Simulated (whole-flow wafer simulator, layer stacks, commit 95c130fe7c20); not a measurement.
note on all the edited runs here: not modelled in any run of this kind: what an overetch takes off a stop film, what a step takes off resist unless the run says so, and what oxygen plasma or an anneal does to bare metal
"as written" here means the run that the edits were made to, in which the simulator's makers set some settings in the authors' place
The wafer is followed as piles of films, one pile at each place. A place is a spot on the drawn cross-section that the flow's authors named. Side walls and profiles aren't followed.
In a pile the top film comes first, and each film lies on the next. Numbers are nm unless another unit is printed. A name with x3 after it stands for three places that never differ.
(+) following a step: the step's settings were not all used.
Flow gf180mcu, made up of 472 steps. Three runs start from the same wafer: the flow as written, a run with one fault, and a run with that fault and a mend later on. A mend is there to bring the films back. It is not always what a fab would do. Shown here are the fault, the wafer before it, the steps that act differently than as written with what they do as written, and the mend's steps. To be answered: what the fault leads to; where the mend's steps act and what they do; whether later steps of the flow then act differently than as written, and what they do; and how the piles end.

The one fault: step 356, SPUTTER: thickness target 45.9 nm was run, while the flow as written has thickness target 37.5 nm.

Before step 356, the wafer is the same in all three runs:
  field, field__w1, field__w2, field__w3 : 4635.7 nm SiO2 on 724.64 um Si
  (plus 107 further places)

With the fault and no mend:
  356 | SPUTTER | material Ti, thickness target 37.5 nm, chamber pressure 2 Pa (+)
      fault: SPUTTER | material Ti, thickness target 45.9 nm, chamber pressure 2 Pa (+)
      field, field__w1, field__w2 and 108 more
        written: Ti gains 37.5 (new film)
        fault: Ti gains 45.9 (new film)
  Steps further on in the flow that do not act as written:
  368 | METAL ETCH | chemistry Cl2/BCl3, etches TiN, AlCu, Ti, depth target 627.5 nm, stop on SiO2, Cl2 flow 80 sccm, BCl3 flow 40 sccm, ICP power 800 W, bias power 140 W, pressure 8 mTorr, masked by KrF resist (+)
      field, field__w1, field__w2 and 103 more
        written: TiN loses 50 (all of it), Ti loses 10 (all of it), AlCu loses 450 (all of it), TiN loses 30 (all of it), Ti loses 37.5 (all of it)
        fault: TiN loses 50 (all of it), Ti loses 10 (all of it), AlCu loses 450 (all of it), TiN loses 30 (all of it), Ti loses 45.9 (all of it)
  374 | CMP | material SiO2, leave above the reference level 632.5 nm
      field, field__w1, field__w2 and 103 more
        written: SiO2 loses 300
        fault: SiO2 loses 291.6
  By the end, the piles at field__w8, contact, m1, m1__w1, m1_nw depart from the flow's by more than 2% or 0.5 nm, whichever is larger.
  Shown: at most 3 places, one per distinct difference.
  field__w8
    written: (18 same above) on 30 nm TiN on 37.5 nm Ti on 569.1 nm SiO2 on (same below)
    fault: (18 same above) on 30 nm TiN on 45.9 nm Ti on 569.1 nm SiO2 on (same below)
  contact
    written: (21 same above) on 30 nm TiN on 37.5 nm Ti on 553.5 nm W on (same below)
    fault: (21 same above) on 30 nm TiN on 45.9 nm Ti on 553.5 nm W on (same below)

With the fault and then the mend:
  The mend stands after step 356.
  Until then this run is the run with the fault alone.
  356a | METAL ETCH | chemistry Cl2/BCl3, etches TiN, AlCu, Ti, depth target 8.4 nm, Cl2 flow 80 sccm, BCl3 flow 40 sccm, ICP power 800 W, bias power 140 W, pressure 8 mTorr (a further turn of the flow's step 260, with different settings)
      field, field__w1, field__w2 and 108 more
        Ti loses 8.4
  None of the later steps of the flow acts differently than as written at any place that is followed.
  The piles end the same as the flow's at every place that both follow.
